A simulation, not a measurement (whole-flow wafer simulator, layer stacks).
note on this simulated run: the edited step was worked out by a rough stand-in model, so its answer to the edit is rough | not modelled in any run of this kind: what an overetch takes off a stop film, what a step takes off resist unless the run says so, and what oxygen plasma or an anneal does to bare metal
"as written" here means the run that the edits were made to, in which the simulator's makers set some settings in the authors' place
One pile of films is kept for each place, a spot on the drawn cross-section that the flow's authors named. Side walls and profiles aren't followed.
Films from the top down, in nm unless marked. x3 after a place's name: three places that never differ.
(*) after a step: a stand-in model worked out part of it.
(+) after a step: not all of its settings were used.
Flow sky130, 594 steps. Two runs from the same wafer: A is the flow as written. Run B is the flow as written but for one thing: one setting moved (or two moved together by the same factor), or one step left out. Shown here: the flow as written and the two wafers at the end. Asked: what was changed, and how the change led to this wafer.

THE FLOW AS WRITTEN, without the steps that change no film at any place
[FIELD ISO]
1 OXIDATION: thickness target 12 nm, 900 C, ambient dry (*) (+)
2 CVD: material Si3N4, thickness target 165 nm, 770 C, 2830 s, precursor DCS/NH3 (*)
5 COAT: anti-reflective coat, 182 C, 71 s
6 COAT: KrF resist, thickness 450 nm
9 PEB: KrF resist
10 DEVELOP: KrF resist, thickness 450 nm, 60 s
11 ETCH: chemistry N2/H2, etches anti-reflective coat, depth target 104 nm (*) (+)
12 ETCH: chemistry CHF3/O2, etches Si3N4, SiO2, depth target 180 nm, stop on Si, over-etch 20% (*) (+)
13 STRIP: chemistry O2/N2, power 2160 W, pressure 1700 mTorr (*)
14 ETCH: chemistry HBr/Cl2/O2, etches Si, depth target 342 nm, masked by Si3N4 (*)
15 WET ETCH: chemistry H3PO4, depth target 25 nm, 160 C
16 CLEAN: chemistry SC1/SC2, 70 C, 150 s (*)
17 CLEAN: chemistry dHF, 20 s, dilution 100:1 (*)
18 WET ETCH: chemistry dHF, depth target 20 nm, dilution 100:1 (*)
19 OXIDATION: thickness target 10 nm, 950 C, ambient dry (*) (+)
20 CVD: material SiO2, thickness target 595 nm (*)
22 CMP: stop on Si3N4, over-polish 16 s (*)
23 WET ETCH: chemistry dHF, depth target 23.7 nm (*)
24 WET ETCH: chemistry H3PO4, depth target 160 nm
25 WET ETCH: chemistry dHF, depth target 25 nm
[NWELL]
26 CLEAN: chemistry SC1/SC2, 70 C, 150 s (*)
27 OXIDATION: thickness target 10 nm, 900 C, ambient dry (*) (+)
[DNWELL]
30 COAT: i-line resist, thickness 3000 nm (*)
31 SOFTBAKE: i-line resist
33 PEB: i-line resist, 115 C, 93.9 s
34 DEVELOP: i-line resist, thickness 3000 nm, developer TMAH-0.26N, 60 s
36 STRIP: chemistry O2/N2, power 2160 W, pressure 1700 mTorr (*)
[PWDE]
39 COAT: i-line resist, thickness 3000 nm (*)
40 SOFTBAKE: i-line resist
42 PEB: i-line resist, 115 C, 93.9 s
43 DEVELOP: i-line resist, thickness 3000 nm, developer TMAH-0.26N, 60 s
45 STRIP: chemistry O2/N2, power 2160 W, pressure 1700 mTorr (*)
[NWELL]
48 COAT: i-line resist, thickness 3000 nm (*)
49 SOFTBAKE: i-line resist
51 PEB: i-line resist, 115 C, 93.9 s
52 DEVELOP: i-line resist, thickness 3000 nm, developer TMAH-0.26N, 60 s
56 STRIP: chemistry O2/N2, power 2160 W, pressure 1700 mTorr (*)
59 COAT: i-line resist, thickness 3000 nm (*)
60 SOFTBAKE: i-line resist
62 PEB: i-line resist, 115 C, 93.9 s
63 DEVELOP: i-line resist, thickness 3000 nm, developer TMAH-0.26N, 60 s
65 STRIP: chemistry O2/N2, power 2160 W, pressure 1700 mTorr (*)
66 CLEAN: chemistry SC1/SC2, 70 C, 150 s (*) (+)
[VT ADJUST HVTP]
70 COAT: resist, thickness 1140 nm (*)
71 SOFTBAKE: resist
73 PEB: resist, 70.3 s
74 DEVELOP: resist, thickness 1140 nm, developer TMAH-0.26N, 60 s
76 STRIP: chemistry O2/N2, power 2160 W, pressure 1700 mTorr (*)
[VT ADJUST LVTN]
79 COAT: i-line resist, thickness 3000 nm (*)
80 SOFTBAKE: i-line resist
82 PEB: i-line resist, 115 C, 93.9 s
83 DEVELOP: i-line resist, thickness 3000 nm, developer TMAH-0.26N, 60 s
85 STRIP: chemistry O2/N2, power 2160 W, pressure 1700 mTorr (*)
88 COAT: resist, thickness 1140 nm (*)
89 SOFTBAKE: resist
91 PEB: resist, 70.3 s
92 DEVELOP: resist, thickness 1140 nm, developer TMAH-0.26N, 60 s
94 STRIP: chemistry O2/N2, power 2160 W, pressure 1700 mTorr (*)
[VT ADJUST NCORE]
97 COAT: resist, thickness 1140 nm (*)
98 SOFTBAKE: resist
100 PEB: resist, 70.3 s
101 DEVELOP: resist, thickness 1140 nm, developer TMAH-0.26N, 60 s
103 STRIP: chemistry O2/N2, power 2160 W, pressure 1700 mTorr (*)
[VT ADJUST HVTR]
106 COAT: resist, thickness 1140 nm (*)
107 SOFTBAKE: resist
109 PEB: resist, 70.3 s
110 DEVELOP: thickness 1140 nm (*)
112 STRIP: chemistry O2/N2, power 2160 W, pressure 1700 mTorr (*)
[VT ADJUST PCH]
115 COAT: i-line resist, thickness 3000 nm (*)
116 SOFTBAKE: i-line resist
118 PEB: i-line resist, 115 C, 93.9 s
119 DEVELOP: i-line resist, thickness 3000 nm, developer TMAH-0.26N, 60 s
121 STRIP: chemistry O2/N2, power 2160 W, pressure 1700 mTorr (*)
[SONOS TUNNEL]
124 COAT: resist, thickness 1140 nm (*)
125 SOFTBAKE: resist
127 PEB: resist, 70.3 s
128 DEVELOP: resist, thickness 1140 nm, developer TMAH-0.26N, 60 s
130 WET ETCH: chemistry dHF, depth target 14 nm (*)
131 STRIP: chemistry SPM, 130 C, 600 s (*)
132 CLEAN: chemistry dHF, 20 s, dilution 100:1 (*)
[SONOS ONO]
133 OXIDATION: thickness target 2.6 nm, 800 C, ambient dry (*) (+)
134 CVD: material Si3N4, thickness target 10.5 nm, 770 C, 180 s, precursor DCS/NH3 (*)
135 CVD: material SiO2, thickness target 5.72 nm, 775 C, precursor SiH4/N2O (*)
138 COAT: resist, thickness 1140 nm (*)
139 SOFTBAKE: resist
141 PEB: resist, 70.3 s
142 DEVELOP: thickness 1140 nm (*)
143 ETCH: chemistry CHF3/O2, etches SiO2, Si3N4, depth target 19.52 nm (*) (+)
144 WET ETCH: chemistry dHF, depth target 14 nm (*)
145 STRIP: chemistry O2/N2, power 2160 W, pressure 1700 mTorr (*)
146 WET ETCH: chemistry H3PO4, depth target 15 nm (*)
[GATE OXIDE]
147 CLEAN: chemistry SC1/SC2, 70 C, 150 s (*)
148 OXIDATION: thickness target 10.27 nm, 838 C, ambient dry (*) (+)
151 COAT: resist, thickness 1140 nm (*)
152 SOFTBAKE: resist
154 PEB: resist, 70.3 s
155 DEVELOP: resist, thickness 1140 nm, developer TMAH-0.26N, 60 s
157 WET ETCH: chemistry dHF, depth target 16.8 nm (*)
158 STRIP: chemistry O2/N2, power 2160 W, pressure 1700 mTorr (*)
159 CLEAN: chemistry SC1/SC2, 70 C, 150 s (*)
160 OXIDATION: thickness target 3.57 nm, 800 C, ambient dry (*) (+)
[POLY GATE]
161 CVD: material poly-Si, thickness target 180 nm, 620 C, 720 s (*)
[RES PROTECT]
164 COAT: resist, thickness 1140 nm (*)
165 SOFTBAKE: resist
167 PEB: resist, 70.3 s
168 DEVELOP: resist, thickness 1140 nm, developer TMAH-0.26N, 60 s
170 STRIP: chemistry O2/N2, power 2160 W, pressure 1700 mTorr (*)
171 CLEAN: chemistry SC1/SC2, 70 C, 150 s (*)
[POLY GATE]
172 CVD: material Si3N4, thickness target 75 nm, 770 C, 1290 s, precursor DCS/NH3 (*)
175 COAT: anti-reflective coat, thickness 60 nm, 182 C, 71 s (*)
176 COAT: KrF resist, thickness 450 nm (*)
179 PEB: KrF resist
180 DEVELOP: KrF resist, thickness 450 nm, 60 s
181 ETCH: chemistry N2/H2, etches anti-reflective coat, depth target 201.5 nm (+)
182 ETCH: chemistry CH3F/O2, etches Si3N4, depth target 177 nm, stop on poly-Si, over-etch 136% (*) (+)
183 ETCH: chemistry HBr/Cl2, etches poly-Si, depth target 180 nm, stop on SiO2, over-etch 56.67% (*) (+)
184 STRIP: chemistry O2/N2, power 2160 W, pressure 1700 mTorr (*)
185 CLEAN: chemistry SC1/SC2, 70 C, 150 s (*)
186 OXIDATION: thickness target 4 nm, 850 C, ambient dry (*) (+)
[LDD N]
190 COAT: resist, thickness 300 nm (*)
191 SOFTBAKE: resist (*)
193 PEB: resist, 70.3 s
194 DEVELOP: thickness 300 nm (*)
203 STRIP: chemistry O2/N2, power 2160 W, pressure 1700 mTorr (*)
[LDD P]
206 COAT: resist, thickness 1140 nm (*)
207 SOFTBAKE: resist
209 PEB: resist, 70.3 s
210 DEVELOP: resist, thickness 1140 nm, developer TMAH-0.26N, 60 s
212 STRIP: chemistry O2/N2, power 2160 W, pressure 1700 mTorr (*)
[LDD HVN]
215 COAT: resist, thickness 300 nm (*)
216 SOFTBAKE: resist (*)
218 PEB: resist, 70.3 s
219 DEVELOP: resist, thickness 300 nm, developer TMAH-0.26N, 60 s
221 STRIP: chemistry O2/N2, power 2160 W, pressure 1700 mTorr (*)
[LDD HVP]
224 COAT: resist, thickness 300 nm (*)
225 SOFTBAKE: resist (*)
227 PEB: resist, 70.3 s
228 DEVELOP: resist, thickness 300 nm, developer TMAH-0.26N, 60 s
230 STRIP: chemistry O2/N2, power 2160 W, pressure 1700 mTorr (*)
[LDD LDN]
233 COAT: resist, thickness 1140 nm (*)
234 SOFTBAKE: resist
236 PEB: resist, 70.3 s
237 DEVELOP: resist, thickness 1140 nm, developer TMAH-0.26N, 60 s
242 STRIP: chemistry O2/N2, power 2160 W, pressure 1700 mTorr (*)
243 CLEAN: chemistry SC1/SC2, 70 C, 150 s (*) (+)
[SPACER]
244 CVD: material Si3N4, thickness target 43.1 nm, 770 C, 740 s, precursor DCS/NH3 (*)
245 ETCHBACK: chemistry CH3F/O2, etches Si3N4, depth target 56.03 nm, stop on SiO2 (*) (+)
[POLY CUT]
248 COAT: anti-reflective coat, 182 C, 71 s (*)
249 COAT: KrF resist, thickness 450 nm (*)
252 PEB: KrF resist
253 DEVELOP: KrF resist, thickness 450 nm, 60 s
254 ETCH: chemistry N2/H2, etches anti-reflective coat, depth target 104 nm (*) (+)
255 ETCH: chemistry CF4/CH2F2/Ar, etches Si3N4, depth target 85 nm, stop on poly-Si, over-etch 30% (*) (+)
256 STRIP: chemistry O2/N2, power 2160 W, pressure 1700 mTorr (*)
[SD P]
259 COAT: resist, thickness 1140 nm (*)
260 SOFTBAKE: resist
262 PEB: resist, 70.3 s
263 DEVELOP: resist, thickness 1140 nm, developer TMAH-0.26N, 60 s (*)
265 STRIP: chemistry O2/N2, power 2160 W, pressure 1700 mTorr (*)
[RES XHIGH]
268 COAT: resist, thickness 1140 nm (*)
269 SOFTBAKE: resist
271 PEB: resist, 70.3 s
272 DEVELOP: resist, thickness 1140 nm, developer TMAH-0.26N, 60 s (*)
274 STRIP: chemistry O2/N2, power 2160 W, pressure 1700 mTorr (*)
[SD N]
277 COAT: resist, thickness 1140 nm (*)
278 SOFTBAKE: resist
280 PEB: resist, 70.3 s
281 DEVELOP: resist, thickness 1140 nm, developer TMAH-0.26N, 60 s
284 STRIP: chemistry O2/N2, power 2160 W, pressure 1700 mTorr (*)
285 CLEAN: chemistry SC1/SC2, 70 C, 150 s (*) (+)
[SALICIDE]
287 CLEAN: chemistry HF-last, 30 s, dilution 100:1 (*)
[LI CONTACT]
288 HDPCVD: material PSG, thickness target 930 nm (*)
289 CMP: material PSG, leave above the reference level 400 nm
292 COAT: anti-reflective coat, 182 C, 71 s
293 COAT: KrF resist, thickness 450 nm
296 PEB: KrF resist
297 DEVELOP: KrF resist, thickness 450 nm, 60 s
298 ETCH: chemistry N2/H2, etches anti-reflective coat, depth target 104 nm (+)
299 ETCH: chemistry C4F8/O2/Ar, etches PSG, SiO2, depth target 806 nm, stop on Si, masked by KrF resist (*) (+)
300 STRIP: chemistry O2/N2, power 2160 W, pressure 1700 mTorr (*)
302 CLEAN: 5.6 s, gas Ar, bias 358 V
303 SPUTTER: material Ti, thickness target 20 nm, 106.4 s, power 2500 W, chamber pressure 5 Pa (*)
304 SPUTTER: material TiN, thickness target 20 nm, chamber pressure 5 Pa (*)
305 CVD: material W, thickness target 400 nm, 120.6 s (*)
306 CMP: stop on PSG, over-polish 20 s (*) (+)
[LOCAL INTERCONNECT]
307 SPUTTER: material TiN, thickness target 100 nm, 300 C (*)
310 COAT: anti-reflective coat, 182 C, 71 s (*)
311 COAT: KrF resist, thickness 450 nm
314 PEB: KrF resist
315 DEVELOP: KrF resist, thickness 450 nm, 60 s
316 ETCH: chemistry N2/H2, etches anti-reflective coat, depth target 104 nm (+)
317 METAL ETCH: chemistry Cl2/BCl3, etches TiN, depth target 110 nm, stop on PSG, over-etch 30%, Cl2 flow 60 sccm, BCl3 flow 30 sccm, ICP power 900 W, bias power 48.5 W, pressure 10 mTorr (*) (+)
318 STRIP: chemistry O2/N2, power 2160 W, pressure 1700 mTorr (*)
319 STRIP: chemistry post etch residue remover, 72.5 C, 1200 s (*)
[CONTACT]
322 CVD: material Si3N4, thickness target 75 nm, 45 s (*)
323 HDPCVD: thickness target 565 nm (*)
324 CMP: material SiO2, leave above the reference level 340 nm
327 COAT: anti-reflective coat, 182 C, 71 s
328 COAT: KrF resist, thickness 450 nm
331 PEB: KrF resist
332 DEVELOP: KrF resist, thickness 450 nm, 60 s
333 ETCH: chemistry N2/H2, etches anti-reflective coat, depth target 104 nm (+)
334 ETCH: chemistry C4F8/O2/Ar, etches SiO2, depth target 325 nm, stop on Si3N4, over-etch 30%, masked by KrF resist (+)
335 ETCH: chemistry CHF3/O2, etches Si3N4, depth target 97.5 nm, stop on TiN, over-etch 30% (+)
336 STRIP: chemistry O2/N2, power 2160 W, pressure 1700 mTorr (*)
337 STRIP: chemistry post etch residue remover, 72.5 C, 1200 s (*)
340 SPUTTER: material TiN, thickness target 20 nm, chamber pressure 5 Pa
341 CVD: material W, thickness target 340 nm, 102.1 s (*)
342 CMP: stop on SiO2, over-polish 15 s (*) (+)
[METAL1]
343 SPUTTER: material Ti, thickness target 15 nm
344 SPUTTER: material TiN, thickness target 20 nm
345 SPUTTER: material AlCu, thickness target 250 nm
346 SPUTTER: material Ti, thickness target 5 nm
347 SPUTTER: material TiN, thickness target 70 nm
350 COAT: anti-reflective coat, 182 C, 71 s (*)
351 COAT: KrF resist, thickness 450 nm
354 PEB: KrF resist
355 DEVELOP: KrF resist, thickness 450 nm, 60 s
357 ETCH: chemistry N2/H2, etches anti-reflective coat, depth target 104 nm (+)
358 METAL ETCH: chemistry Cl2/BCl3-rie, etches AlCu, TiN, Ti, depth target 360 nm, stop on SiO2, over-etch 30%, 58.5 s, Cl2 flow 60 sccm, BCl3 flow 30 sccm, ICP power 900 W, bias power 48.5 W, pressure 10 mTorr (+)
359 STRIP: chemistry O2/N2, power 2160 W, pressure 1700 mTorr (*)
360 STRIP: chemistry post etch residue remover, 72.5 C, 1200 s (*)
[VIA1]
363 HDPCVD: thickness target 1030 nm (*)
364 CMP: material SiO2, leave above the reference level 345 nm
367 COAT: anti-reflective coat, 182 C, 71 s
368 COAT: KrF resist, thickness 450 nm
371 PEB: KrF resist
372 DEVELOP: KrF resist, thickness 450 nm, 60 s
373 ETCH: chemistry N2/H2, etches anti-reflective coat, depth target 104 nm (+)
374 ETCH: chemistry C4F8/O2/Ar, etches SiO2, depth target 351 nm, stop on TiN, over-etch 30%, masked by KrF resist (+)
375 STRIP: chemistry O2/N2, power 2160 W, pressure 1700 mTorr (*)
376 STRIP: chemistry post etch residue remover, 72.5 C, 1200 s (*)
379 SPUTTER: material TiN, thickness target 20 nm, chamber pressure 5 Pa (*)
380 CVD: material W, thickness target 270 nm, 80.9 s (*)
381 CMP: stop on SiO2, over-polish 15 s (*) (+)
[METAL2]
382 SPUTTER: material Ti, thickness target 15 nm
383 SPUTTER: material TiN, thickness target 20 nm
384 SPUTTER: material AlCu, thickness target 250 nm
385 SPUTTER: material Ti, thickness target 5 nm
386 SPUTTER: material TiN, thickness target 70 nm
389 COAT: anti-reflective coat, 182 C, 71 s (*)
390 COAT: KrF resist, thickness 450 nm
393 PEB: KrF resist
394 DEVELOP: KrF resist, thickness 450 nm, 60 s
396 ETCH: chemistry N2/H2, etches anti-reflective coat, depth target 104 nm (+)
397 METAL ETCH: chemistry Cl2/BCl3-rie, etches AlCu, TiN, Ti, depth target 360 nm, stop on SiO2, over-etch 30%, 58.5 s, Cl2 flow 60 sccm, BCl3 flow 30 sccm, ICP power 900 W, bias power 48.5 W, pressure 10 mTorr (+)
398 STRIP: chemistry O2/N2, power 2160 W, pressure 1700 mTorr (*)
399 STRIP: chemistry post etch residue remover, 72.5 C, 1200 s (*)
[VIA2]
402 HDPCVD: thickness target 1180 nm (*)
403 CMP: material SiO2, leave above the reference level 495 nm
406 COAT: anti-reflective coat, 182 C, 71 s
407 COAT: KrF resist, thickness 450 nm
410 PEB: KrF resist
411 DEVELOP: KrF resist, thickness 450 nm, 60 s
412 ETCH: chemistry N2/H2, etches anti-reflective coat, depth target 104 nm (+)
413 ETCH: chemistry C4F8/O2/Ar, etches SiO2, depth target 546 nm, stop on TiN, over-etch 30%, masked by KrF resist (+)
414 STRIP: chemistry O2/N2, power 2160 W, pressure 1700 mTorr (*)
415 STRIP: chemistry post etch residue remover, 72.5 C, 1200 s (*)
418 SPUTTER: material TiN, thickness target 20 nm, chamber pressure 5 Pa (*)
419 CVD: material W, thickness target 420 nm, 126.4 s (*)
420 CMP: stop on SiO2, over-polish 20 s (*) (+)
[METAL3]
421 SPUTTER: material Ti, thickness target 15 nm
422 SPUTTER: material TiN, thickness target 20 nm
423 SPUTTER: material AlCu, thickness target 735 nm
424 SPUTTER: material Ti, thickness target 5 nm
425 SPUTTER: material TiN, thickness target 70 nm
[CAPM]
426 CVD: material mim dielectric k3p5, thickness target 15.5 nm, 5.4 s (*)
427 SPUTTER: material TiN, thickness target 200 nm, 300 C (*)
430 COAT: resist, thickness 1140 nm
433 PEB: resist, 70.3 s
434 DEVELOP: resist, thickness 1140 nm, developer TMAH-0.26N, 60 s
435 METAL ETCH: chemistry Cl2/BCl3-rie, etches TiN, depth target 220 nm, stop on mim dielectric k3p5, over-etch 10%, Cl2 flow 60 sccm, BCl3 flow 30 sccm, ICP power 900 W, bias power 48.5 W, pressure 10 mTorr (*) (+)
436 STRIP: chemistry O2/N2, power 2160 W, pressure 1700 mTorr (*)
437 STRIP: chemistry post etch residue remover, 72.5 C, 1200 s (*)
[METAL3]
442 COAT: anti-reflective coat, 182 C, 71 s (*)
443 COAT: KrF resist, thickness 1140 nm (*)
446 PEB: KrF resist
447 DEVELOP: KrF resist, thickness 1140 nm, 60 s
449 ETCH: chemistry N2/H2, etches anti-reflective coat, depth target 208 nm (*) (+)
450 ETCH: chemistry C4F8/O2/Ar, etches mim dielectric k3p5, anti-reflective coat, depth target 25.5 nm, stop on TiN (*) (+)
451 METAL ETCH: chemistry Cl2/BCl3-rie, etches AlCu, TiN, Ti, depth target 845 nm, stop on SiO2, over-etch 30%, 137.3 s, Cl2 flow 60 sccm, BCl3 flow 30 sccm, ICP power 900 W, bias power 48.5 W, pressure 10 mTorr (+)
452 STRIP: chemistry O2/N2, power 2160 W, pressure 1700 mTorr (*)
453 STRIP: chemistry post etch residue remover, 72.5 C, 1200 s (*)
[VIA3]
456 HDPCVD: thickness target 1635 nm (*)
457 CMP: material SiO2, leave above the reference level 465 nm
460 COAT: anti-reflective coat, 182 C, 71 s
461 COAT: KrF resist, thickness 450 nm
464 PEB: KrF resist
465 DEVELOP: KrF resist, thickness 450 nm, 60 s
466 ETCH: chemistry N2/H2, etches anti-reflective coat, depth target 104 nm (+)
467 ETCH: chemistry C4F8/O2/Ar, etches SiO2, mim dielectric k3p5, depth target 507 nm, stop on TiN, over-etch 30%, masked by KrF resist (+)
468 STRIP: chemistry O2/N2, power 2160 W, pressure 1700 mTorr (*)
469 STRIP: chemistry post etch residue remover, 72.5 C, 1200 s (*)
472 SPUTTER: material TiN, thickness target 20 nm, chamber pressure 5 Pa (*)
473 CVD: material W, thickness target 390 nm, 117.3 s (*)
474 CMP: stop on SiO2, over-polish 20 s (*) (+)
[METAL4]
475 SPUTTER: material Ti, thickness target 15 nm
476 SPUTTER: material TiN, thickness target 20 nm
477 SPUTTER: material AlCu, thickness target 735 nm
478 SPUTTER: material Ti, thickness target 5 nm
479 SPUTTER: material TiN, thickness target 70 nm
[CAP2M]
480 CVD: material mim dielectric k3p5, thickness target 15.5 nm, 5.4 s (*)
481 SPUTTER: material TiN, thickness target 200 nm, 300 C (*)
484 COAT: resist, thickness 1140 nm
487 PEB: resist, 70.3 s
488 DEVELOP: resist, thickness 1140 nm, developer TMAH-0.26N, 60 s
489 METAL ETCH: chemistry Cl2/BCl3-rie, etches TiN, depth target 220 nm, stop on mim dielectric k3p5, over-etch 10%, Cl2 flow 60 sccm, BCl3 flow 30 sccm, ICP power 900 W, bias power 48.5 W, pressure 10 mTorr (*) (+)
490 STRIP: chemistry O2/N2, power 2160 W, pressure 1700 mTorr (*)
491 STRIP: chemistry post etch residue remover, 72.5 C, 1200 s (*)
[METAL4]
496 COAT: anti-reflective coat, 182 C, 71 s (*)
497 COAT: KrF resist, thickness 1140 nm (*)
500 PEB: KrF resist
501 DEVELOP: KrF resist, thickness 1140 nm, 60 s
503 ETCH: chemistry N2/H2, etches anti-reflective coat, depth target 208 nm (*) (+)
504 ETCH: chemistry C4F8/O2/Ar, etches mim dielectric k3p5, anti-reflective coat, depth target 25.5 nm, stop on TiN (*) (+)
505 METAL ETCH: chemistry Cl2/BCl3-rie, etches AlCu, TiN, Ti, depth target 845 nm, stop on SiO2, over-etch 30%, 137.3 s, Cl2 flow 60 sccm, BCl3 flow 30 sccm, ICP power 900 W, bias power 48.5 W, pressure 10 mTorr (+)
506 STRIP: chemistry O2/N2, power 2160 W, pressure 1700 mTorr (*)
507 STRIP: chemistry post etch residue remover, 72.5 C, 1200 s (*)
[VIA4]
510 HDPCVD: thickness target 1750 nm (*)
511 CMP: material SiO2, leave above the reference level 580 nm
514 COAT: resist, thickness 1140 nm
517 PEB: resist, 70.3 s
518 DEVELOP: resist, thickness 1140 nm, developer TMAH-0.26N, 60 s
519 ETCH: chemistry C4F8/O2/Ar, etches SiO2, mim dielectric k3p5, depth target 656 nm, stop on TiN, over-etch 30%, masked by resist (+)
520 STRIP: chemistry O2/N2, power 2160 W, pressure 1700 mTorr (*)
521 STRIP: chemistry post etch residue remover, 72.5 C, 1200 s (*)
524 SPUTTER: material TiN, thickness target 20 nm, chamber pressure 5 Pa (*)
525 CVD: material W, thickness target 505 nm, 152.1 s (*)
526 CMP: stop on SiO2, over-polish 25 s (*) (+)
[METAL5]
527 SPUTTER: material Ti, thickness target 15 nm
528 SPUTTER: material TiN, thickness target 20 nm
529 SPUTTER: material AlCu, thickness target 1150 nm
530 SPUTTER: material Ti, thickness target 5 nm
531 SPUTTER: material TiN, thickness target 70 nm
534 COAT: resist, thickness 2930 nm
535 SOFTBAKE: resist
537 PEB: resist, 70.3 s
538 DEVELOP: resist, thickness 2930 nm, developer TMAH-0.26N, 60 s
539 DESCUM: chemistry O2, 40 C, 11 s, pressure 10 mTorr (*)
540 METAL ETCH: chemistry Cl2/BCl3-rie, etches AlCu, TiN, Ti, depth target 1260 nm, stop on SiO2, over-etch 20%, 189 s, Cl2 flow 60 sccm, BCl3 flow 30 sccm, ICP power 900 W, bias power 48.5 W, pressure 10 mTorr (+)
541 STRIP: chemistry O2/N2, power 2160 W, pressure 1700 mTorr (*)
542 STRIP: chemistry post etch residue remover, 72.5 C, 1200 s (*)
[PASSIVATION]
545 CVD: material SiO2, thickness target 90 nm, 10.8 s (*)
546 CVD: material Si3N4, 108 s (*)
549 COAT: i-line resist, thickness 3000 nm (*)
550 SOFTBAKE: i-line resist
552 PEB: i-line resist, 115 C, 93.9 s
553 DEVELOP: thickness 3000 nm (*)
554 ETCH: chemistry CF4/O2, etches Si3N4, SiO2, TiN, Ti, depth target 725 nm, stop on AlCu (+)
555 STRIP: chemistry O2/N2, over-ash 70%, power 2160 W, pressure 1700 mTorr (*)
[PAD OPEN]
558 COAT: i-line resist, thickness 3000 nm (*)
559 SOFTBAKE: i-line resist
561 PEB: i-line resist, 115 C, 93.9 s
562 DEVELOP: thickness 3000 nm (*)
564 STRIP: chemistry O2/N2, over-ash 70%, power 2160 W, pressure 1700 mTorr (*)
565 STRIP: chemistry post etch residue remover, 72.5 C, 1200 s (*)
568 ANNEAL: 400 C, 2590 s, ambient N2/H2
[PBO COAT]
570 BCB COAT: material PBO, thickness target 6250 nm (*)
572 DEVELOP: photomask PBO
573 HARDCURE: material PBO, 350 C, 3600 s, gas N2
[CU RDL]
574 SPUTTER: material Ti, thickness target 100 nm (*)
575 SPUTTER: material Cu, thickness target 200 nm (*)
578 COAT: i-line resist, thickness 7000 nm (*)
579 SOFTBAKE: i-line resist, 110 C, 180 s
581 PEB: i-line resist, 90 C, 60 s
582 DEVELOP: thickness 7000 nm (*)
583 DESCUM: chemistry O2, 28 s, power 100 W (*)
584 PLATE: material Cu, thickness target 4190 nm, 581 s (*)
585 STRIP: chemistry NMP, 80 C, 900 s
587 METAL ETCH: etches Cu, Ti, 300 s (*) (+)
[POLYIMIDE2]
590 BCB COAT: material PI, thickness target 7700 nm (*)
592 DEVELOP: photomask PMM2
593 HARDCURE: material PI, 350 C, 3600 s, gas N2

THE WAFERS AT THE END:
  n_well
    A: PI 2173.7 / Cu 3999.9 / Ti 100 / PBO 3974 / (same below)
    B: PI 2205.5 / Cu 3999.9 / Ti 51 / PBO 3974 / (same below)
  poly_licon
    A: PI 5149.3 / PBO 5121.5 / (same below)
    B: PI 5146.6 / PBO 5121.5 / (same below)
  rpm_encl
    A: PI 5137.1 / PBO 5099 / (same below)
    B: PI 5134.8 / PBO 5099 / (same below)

The cause: step 574, SPUTTER: thickness target 51 nm was run, where the flow has thickness target 100 nm.
It can be read off the wafer: n_well has Ti 51, and step 574 as written asks for 100 nm.

How the change led to this, step by step:
  574 SPUTTER: material Ti, thickness target 100 nm (*)
      field, active, n_well and 190 more: A Ti +100 (new film) | B Ti +51 (new film)
  587 METAL ETCH: etches Cu, Ti, 300 s (*) (+)
      field, active, gate and 167 more: A Cu -200 (all of it), Ti -100 (all of it) | B Cu -200 (all of it), Ti -51 (all of it)
  590 BCB COAT: material PI, thickness target 7700 nm (*)
      de16_gate_nw: A PI +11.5 um (new film) | B PI +11.46 um (new film)
